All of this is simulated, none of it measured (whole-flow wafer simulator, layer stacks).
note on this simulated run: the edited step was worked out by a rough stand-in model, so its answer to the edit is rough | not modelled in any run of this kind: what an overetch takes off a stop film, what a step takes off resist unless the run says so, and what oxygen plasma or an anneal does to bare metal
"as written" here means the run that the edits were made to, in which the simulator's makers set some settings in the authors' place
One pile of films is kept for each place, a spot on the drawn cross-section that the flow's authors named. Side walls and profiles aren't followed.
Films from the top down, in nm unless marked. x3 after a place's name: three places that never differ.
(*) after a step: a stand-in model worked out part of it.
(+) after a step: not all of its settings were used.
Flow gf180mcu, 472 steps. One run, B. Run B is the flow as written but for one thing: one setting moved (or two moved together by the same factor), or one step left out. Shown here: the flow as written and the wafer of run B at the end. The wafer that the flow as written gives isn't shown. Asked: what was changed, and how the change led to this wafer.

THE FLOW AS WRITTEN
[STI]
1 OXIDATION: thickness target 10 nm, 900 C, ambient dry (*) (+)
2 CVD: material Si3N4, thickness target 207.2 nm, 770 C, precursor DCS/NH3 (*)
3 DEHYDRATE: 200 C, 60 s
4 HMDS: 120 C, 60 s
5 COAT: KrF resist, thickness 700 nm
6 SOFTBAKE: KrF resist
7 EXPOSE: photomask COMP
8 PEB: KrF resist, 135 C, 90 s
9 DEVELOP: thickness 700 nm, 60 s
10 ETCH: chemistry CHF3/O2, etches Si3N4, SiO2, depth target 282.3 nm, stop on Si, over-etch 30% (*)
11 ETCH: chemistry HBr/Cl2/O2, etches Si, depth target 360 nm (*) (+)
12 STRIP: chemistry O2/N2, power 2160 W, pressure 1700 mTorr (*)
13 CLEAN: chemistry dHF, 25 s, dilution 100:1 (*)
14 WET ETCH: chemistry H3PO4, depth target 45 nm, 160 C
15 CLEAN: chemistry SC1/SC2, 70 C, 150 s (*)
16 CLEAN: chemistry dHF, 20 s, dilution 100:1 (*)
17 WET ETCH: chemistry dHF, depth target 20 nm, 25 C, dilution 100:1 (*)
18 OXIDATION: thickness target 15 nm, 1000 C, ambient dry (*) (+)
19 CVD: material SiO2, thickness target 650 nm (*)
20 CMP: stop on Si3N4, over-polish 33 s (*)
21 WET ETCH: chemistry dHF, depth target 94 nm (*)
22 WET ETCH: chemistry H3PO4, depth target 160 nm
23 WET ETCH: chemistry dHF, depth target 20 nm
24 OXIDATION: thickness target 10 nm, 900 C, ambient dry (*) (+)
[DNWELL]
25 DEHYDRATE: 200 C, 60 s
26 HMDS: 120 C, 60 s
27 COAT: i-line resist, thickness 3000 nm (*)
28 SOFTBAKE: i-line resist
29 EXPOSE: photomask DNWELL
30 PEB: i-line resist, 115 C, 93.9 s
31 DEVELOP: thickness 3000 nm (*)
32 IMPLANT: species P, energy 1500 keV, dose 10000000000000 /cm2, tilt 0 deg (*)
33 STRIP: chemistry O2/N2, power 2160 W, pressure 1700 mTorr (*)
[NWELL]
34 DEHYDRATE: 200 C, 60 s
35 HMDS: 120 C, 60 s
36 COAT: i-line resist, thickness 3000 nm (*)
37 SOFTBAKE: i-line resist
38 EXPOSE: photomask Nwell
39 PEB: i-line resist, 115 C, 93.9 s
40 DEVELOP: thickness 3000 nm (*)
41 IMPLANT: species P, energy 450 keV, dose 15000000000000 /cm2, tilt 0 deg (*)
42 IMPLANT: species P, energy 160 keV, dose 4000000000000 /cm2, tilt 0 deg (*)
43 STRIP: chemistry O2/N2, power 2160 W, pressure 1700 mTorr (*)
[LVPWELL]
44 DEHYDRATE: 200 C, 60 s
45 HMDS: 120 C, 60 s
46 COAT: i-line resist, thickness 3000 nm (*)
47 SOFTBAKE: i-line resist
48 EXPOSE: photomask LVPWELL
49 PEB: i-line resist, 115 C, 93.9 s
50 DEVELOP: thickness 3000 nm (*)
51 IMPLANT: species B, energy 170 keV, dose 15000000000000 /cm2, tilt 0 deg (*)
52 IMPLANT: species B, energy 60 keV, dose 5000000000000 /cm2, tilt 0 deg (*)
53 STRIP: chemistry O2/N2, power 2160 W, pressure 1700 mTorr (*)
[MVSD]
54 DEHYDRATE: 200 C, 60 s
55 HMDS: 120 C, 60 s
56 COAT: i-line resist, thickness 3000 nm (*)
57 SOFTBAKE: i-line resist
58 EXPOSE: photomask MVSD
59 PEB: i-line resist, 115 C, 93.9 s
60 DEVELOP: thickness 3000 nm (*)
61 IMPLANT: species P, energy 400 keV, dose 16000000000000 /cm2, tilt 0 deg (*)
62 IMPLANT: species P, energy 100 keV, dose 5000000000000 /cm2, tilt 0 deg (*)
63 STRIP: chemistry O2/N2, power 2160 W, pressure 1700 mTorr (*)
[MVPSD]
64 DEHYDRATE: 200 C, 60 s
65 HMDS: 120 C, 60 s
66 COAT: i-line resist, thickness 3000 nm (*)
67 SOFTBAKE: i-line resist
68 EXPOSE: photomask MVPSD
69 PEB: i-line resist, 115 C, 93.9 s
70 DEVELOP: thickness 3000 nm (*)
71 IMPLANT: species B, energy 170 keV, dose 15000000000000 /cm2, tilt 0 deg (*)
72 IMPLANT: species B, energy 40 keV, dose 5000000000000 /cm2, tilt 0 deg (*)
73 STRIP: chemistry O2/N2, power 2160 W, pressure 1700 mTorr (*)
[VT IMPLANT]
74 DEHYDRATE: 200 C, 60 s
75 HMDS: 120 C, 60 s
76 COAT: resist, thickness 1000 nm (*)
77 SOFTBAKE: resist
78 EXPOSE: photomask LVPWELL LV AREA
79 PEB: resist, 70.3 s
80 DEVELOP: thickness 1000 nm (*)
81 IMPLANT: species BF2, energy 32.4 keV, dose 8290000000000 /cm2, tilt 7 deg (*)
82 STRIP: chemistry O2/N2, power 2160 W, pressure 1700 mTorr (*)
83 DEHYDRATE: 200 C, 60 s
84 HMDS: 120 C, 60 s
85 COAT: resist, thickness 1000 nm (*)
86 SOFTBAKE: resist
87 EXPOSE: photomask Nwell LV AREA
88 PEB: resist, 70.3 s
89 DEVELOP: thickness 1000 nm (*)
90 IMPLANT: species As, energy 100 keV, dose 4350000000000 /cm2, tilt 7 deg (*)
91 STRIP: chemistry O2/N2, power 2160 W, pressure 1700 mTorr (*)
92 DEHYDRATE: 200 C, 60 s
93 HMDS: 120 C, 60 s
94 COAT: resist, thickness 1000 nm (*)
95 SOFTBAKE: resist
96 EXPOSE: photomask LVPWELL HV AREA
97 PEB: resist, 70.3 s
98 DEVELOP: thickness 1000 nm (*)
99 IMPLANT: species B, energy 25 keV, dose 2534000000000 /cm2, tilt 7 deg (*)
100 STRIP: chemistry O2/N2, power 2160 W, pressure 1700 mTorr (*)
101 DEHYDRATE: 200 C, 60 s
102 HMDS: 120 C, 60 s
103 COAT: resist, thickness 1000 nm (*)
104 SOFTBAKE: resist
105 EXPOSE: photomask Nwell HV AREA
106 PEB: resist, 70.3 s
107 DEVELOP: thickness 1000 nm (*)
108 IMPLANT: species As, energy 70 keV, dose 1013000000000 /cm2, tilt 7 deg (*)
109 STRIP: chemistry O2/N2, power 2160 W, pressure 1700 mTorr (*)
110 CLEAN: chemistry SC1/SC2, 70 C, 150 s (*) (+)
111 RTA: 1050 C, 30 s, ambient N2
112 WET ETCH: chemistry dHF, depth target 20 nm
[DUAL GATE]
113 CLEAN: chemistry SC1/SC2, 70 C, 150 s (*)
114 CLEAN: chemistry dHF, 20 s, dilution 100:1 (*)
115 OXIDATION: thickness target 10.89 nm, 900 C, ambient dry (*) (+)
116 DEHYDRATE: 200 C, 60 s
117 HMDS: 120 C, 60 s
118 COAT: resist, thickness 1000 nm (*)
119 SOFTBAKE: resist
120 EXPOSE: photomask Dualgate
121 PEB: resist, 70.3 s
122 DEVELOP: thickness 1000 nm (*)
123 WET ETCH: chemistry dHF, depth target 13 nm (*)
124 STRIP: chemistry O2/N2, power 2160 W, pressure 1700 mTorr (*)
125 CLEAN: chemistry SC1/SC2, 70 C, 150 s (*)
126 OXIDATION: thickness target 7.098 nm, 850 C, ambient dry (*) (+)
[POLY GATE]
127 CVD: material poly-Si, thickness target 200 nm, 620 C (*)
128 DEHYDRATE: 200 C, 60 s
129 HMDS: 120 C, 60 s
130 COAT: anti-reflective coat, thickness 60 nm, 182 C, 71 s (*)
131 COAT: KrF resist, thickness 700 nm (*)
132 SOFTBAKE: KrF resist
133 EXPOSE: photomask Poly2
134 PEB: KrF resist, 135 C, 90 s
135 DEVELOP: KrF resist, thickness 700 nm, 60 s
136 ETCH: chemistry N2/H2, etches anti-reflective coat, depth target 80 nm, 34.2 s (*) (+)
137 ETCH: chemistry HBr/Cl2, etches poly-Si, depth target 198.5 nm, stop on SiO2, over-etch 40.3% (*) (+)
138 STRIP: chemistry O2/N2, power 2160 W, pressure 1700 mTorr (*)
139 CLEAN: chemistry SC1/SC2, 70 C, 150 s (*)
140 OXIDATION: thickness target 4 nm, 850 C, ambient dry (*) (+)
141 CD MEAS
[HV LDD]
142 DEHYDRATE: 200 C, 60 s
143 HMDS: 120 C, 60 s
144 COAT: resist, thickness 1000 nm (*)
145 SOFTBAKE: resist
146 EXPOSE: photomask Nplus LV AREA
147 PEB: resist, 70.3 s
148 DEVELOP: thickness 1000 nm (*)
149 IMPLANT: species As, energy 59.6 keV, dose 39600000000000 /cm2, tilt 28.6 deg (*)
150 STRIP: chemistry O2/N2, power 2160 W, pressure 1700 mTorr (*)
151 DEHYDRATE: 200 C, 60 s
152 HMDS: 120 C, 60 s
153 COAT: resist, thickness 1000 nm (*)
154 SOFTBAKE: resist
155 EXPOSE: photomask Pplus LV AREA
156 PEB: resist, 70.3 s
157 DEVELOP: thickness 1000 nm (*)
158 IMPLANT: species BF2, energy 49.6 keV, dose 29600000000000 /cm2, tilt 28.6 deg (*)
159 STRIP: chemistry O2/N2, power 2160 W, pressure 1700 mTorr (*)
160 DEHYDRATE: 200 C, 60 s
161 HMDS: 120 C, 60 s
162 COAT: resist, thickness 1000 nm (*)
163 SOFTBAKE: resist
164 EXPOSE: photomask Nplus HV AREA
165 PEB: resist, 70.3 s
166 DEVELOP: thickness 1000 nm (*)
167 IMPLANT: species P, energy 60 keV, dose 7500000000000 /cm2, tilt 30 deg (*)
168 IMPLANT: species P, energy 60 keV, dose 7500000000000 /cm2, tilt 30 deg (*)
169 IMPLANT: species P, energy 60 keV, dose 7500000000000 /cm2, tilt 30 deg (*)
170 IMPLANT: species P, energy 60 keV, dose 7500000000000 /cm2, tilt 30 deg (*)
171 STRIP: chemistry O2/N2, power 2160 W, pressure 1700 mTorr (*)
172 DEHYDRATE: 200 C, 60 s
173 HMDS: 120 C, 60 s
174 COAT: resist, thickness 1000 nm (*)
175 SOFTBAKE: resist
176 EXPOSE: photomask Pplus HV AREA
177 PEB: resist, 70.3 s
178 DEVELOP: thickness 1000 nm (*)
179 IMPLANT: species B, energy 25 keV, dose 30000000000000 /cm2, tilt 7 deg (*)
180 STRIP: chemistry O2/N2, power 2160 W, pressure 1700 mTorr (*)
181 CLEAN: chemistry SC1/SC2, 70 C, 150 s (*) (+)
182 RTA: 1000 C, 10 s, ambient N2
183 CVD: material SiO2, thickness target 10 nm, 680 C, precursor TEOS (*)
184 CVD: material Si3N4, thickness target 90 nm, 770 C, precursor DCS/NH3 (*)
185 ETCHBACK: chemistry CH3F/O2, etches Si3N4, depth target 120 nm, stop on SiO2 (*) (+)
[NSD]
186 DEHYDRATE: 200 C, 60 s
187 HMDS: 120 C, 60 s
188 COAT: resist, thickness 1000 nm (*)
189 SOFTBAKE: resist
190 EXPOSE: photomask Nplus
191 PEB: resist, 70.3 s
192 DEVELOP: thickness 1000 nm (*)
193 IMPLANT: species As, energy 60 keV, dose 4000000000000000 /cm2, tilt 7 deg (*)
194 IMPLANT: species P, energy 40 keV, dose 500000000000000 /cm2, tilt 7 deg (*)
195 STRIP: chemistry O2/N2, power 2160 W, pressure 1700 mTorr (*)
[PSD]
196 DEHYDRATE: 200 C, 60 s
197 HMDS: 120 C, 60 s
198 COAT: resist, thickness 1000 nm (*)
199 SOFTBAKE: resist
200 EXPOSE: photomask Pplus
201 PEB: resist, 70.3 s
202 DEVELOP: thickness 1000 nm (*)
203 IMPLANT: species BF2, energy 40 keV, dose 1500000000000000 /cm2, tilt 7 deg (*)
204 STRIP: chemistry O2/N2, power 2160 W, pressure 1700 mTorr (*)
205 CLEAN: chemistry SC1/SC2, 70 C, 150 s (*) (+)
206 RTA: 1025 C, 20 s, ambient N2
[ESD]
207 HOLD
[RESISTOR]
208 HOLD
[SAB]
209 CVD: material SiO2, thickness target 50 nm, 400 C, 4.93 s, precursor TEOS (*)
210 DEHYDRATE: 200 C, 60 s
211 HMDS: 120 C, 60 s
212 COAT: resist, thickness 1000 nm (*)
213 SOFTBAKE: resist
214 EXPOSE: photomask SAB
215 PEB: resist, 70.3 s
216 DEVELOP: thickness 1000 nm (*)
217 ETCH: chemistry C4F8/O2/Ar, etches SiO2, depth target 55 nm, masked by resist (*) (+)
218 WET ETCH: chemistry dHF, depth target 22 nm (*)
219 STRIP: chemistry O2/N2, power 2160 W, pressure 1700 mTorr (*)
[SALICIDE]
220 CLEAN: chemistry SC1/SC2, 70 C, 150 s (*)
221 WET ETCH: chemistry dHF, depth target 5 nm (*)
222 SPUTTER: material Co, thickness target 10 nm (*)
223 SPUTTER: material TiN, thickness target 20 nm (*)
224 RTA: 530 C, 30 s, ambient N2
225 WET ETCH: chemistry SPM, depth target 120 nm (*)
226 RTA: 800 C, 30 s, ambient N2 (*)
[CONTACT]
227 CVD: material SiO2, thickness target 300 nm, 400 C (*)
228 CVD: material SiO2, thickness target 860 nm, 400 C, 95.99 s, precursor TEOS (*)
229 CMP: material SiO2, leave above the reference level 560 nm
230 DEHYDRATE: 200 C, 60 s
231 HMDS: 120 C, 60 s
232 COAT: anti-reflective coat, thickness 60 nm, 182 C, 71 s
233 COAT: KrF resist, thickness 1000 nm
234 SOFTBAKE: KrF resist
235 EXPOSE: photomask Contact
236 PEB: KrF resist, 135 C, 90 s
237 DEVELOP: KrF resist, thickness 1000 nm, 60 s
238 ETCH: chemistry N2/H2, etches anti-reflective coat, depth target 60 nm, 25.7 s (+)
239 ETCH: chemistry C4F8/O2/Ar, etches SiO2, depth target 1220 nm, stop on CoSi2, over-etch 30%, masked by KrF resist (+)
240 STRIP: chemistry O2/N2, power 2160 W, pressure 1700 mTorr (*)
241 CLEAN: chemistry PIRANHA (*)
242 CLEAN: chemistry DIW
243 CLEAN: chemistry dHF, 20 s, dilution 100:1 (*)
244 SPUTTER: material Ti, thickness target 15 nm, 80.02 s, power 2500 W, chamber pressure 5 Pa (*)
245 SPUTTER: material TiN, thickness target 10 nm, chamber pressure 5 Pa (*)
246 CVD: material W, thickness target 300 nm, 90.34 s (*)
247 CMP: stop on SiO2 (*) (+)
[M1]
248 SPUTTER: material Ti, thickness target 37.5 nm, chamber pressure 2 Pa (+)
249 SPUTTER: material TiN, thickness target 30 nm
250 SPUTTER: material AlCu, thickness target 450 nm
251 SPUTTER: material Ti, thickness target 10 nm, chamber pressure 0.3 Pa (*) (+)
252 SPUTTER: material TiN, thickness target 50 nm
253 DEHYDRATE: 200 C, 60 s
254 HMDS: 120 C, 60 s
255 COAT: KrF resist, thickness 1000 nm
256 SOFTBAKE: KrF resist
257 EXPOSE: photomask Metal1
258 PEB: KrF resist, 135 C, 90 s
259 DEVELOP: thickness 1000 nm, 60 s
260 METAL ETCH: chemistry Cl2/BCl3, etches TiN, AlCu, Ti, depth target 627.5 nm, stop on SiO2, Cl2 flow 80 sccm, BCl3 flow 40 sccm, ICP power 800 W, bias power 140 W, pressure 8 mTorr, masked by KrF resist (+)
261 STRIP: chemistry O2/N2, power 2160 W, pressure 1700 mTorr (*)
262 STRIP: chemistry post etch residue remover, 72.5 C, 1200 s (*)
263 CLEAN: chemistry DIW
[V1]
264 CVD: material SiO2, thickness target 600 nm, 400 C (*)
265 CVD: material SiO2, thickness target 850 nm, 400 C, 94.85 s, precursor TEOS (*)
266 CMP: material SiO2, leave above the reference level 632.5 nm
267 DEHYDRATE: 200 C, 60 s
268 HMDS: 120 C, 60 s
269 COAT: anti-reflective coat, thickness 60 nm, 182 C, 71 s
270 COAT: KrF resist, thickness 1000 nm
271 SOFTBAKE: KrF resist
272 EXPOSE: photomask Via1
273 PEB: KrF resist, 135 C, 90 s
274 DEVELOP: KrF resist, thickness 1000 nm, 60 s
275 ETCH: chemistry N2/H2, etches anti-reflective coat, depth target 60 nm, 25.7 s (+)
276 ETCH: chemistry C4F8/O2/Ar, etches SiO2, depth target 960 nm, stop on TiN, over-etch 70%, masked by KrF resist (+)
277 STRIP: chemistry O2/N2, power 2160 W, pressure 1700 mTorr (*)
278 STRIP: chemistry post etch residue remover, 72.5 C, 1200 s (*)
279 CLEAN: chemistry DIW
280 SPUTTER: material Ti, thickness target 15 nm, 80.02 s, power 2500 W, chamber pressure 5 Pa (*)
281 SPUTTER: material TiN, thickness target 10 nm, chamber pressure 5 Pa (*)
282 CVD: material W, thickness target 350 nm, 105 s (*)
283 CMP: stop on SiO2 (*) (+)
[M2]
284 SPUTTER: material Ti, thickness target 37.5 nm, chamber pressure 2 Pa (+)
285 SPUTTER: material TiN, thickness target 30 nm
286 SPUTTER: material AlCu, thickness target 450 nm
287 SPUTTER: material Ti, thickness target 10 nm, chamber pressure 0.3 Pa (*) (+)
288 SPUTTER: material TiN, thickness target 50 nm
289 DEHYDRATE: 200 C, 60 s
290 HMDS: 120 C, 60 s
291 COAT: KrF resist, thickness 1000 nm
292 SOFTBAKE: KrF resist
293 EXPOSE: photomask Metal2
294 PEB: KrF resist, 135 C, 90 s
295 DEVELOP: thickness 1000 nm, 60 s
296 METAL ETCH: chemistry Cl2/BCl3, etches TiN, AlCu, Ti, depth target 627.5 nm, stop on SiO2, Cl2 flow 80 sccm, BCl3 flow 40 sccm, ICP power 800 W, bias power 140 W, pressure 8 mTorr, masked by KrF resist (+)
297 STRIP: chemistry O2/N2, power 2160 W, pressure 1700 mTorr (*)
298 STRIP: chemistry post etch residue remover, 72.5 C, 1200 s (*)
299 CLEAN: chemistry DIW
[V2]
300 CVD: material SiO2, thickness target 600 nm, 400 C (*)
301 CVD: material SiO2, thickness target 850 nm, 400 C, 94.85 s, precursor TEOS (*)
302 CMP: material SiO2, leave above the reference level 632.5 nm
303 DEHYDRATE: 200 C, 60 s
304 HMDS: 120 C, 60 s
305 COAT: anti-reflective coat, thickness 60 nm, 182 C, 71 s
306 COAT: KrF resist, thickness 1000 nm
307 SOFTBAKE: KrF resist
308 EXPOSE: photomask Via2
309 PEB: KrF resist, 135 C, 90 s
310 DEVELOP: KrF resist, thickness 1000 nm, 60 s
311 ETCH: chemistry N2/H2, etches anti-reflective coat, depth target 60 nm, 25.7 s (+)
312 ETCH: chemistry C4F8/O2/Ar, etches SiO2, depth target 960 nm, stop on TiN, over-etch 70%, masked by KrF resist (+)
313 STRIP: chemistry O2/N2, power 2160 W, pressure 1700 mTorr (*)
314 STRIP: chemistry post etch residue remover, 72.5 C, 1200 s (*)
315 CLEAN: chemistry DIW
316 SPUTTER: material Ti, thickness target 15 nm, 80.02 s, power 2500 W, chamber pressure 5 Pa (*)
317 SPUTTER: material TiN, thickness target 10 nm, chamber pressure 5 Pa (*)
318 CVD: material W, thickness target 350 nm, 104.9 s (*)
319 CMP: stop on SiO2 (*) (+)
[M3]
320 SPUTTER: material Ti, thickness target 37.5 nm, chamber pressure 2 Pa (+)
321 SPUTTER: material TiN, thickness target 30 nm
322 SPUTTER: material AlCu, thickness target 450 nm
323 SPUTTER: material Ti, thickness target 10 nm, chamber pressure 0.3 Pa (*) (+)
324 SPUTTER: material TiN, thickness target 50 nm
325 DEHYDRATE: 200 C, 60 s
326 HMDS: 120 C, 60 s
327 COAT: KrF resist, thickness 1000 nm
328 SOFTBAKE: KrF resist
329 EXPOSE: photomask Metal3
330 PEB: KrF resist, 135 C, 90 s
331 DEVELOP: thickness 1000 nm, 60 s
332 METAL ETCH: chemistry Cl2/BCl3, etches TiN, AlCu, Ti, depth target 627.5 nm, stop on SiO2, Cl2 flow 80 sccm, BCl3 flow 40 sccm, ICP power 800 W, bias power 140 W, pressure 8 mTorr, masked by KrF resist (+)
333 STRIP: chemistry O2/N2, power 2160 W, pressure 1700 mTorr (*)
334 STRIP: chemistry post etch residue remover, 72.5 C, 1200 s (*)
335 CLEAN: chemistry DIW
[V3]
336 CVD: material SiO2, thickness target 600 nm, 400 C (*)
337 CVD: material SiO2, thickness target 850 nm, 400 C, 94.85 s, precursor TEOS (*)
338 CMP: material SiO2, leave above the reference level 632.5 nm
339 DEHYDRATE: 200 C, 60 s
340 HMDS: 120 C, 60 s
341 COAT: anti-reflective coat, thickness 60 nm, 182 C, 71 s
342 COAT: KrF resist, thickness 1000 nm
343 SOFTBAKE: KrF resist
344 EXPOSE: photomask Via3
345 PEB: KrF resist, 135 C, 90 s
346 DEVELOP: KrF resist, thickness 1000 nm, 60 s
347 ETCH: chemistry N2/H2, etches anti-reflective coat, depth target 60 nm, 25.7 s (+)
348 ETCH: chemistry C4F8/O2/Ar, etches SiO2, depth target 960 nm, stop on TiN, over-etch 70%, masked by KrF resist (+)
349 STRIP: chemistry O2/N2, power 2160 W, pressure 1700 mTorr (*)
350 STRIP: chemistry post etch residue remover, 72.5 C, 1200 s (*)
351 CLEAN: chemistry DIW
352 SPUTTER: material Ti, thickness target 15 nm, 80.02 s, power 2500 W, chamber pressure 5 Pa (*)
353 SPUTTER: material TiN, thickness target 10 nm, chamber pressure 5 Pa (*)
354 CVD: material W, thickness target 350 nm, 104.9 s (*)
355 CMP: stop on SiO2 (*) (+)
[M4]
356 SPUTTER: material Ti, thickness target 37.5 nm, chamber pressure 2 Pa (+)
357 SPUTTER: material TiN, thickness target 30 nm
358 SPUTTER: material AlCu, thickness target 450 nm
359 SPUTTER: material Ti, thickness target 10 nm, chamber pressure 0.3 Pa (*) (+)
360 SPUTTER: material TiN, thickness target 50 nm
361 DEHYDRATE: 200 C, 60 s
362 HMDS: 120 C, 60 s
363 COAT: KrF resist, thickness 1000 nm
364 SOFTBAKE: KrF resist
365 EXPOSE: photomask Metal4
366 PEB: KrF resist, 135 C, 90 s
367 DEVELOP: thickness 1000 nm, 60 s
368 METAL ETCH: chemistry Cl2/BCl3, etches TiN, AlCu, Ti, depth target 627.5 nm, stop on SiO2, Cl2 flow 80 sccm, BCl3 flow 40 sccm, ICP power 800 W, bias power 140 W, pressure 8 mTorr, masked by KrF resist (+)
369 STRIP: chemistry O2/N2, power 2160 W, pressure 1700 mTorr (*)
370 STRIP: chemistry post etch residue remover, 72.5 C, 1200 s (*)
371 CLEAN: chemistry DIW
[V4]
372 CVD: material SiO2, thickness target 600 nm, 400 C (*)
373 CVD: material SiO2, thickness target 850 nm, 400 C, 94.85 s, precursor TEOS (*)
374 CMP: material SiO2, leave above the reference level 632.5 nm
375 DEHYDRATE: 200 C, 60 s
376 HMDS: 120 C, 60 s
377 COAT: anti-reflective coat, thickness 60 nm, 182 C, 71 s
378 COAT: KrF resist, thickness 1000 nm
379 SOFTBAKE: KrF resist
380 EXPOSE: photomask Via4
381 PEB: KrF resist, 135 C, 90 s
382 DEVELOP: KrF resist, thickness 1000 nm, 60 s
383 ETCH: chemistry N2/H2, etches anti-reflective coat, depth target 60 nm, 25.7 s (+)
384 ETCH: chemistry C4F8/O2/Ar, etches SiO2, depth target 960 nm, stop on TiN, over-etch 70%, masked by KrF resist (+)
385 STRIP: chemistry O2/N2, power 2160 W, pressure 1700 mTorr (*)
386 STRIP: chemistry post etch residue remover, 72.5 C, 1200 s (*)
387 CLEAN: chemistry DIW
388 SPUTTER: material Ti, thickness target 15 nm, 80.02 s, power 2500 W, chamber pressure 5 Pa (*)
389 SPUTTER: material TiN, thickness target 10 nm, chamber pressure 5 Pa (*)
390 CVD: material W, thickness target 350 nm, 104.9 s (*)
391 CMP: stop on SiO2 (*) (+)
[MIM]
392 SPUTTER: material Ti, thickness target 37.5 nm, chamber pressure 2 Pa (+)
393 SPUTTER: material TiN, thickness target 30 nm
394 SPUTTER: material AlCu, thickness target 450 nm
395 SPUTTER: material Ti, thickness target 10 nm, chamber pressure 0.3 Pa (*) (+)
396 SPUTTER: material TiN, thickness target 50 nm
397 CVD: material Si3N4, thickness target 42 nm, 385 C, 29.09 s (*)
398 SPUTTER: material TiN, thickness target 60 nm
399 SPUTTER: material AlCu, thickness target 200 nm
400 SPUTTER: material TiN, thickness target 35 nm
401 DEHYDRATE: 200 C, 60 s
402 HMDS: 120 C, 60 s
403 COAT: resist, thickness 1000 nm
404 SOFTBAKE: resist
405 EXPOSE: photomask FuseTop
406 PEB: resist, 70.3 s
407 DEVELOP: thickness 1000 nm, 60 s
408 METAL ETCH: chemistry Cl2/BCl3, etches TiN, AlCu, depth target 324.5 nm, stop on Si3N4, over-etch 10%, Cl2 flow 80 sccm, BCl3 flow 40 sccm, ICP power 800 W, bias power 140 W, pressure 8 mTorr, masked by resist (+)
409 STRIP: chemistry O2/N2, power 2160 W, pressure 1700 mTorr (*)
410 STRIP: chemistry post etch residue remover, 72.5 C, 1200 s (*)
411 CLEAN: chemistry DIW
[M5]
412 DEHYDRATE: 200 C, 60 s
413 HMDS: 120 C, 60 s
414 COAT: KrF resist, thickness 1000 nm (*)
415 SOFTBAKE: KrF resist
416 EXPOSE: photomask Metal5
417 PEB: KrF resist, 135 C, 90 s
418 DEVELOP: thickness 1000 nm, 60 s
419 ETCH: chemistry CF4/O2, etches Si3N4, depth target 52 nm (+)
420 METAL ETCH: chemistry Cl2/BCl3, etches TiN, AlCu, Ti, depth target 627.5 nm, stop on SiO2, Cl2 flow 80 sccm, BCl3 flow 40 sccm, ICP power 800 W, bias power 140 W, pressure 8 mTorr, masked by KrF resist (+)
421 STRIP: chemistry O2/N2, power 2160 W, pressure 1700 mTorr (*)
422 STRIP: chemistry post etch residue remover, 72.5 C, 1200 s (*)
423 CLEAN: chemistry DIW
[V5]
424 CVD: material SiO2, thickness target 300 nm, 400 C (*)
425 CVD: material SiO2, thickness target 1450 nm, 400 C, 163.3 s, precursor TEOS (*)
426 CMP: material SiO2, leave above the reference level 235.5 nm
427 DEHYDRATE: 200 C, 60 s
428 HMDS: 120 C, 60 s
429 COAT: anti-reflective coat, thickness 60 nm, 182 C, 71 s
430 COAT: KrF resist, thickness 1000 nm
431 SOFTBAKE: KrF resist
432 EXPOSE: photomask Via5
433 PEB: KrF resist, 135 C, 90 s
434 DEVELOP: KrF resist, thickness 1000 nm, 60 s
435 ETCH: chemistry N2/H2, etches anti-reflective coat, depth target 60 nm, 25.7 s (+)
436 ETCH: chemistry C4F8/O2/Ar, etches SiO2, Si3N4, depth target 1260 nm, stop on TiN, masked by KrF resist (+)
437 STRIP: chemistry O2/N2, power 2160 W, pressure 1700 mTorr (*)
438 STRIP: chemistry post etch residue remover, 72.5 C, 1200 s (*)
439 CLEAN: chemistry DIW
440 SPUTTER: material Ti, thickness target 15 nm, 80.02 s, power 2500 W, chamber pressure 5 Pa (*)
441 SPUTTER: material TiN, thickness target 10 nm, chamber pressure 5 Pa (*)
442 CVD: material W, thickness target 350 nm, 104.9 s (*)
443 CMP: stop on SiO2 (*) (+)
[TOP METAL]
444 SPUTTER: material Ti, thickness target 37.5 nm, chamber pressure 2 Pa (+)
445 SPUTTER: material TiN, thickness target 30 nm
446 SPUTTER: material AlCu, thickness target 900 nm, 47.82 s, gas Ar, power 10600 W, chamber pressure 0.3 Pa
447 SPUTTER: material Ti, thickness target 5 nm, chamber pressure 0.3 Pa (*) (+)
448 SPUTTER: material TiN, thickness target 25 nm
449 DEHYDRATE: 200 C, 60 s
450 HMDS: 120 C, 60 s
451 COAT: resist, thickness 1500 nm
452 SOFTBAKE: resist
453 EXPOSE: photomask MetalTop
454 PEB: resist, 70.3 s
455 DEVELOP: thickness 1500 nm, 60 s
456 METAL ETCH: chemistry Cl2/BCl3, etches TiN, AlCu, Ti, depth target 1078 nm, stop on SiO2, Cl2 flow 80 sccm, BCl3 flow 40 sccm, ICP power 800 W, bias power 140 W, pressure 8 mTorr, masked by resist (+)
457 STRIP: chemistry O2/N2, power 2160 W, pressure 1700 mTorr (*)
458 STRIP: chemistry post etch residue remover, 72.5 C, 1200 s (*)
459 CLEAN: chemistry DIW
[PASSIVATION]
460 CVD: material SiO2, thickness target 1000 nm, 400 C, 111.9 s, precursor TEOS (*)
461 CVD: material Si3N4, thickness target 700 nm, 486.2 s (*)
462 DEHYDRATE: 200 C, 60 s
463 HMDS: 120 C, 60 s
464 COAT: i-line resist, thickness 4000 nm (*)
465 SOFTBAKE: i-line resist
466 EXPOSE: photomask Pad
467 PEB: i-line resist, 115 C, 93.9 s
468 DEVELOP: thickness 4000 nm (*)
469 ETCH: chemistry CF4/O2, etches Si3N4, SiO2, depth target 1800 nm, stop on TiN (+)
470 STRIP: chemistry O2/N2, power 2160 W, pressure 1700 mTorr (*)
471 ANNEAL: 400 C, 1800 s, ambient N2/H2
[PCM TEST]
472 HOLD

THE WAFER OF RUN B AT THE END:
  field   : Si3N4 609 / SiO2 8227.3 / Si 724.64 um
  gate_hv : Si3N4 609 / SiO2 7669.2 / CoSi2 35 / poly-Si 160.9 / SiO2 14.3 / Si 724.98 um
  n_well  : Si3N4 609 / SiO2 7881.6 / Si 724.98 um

The cause: step 461, CVD: thickness target 609 nm was run, where the flow has thickness target 700 nm; step 461, CVD: 423 s was run, where the flow has 486.2 s.
It can be read off the wafer: field has Si3N4 609, and step 461 as written asks for 700 nm.

How the change led to this, step by step:
  461 CVD: material Si3N4, thickness target 700 nm, 486.2 s (*)
      field, field__w1, field__w2 and 109 more: Si3N4 +609 (new film) (as written it would be: Si3N4 +700 (new film))
  469 ETCH: chemistry CF4/O2, etches Si3N4, SiO2, depth target 1800 nm, stop on TiN (+)
      pad: Si3N4 -609 (all of it), SiO2 -1000 (all of it) (as written it would be: Si3N4 -700 (all of it), SiO2 -1000 (all of it))
